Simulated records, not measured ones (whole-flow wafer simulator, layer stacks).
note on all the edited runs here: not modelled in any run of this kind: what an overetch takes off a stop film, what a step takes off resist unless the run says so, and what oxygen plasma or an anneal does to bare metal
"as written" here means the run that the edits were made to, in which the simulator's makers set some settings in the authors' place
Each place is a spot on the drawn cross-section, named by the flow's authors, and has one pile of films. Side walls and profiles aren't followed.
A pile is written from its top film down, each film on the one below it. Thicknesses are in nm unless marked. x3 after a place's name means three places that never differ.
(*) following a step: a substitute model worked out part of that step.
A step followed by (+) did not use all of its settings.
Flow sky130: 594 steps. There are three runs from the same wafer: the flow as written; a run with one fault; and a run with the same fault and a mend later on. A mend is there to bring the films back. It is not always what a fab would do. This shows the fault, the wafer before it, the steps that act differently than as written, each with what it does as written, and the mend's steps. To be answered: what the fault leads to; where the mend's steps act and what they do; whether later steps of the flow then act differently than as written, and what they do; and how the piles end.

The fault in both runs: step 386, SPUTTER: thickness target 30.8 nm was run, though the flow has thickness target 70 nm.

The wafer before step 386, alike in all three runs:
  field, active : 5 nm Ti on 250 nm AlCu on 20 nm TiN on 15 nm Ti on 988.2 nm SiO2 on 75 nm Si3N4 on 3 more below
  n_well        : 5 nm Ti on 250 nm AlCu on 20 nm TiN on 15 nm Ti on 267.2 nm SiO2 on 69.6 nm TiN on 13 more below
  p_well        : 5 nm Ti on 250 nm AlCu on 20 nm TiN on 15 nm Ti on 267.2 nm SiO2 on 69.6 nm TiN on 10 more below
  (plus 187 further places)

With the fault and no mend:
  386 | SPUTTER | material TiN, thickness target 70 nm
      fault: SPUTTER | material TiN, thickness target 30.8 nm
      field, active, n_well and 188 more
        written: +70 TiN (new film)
        fault: +30.8 TiN (new film)
  Steps further on in the flow that do not act as written (13 other steps are not shown; they differ only slightly, by no more than 2% or 0.5 nm, whichever is larger):
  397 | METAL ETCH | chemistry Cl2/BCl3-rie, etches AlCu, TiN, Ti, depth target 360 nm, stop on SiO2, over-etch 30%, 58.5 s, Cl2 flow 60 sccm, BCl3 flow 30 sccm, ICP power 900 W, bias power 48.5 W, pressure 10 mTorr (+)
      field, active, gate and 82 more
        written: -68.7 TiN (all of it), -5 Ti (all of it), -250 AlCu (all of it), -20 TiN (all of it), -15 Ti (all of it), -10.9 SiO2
        fault: -29.5 TiN (all of it), -5 Ti (all of it), -250 AlCu (all of it), -20 TiN (all of it), -15 Ti (all of it), -14.9 SiO2
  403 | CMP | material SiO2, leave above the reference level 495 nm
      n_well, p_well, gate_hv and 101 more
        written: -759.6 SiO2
        fault: -720.4 SiO2
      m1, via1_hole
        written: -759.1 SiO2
        fault: -719.9 SiO2
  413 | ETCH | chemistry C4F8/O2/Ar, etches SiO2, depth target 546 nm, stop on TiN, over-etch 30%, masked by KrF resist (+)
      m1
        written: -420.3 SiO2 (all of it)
        fault: -459.5 SiO2 (all of it)
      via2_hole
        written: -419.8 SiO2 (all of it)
        fault: -459 SiO2 (all of it)
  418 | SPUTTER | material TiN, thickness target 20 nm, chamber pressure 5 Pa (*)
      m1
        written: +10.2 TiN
        fault: +9.67 TiN
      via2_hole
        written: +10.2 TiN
        fault: +9.66 TiN
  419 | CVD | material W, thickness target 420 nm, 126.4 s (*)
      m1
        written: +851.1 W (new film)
        fault: +890.8 W (new film)
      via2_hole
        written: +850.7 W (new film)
        fault: +890.4 W (new film)
  At n_well, p_well, gate_hv and 103 more, the piles at the end differ from the flow's by more than 2% or 0.5 nm, whichever is larger.
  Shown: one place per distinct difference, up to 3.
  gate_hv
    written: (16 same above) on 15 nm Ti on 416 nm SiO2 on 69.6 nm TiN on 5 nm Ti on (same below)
    fault: (16 same above) on 15 nm Ti on 455.2 nm SiO2 on 30.4 nm TiN on 5 nm Ti on (same below)
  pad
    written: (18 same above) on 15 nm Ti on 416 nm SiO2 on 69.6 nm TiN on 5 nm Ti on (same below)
    fault: (18 same above) on 15 nm Ti on 455.2 nm SiO2 on 30.4 nm TiN on 5 nm Ti on (same below)
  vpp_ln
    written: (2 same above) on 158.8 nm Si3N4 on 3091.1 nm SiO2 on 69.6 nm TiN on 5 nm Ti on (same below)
    fault: (2 same above) on 158.8 nm Si3N4 on 3130.3 nm SiO2 on 30.4 nm TiN on 5 nm Ti on (same below)

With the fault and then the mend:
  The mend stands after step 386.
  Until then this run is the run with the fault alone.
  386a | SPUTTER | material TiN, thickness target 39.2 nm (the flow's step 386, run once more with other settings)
      field, active, n_well and 188 more
        +39.2 TiN
  Every later step of the flow that is run acts as written at every place that is followed.
  The piles end the same as the flow's at every place that both follow.
